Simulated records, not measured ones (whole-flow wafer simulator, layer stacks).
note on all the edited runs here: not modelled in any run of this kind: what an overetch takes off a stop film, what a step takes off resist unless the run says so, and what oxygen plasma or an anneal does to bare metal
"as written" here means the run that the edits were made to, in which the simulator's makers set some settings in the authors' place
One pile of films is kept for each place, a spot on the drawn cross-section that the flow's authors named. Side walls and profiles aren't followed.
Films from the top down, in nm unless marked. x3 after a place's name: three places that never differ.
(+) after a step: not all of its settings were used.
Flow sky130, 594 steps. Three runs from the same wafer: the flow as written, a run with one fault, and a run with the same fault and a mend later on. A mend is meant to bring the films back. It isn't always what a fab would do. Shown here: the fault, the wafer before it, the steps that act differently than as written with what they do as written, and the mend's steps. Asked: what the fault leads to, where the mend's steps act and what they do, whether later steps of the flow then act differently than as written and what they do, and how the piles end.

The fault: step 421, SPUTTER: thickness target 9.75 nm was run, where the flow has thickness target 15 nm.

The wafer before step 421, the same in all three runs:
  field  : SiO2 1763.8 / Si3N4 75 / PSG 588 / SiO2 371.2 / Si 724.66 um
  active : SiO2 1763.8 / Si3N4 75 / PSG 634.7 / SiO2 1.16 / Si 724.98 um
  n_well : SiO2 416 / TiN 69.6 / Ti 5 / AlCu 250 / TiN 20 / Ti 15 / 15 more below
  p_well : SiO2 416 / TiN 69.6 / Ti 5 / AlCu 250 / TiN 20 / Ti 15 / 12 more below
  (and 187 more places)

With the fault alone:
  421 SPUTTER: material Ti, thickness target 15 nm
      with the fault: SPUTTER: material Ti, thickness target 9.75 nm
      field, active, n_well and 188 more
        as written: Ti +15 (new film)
        with the fault: Ti +9.75 (new film)
  Later steps of the flow that act differently than as written (7 more steps differ only slightly, by at most 2% or 0.5 nm, whichever is larger, and aren't shown):
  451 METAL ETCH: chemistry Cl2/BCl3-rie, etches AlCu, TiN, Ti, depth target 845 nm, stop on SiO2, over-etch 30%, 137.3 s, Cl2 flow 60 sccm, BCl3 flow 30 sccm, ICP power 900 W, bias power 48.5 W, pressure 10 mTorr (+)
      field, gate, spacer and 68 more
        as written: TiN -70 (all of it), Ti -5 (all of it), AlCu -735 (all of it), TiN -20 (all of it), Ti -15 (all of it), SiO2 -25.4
        with the fault: TiN -70 (all of it), Ti -5 (all of it), AlCu -735 (all of it), TiN -20 (all of it), Ti -9.75 (all of it), SiO2 -25.9
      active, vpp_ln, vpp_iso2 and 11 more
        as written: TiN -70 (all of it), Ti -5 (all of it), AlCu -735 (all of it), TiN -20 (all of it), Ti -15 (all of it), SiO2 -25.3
        with the fault: TiN -70 (all of it), Ti -5 (all of it), AlCu -735 (all of it), TiN -20 (all of it), Ti -9.75 (all of it), SiO2 -25.9
  At the end the piles differ from the flow's by more than 2% or 0.5 nm, whichever is larger, at n_well, p_well, gate_hv and 104 more.
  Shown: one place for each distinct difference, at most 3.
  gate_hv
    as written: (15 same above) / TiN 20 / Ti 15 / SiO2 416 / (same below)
    with the fault: (15 same above) / TiN 20 / Ti 9.75 / SiO2 416 / (same below)
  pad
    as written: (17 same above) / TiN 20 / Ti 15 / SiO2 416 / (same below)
    with the fault: (17 same above) / TiN 20 / Ti 9.75 / SiO2 416 / (same below)
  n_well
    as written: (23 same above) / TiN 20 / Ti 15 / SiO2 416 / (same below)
    with the fault: (23 same above) / TiN 20 / Ti 9.75 / SiO2 416 / (same below)

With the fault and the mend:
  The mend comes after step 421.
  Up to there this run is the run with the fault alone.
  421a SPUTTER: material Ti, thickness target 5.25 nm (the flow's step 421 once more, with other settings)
      field, active, n_well and 188 more
        Ti +5.25
  No later step of the flow acts differently than as written at any place that is followed.
  At the end the piles are the same as the flow's at every place that both follow.
